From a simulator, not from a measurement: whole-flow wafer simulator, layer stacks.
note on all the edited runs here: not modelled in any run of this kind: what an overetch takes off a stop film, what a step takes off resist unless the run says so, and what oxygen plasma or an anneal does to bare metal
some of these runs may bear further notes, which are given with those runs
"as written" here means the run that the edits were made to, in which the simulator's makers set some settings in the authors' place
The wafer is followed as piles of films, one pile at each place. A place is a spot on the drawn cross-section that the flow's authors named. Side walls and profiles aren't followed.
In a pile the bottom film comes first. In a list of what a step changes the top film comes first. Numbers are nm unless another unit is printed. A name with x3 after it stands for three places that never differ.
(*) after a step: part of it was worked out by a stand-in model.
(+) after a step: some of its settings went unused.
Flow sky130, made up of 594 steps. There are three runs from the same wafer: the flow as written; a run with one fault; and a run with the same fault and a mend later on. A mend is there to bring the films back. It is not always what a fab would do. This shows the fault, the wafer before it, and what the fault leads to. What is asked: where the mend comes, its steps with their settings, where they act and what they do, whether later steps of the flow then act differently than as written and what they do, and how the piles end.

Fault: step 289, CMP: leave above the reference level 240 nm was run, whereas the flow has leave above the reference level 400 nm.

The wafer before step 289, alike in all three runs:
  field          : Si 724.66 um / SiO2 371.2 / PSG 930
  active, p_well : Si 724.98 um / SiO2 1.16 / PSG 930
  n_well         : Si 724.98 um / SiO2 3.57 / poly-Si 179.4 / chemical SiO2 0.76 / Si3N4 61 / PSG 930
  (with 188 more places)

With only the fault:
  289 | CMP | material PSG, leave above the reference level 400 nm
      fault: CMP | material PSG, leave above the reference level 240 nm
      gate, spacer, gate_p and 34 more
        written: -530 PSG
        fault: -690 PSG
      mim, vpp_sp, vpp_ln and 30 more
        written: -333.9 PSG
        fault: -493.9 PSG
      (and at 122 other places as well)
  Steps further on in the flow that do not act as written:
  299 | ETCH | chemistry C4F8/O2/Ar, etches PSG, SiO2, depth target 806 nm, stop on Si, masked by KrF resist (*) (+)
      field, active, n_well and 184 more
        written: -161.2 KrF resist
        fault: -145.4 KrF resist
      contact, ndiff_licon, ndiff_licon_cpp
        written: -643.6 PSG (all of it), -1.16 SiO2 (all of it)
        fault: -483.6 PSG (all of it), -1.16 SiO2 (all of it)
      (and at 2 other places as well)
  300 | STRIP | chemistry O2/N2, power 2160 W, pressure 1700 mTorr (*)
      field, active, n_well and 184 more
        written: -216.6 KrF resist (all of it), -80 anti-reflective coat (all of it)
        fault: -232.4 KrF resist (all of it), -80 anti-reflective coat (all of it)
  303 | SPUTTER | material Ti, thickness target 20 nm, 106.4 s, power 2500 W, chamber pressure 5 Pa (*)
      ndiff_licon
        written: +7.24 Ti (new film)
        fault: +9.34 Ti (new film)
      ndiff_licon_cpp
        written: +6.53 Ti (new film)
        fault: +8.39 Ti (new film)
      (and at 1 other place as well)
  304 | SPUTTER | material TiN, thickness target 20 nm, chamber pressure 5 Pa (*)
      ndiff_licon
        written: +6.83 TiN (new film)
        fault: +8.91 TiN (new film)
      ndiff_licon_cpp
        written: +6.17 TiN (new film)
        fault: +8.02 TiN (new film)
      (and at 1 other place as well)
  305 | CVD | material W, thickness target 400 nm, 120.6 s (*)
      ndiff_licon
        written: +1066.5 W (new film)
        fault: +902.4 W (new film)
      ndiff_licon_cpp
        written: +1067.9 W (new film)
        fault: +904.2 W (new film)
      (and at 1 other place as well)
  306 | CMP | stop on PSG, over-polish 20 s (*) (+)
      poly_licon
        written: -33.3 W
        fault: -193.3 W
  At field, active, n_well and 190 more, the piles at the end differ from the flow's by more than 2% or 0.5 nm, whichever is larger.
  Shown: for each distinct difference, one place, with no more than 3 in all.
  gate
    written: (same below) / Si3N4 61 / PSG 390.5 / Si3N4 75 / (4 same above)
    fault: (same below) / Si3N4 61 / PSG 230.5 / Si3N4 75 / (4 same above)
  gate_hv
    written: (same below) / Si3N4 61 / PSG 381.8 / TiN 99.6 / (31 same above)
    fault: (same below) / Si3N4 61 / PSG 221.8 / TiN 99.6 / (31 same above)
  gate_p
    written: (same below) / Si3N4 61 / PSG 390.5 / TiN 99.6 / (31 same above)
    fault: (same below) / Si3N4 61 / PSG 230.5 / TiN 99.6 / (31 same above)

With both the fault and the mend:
  The mend follows step 289.
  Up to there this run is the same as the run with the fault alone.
  289a | HDPCVD | material PSG, thickness target 160 nm (*) (the flow's step 288 again, with other settings)
      field, active, n_well and 189 more
        +160 PSG
  Every later step of the flow that is run acts as written, at every place that is followed, to within 2% or 0.5 nm, whichever is larger.
  When the end is reached, the piles differ only a little from the flow's at the places that both follow, at most by 2% or 0.5 nm, whichever is larger.
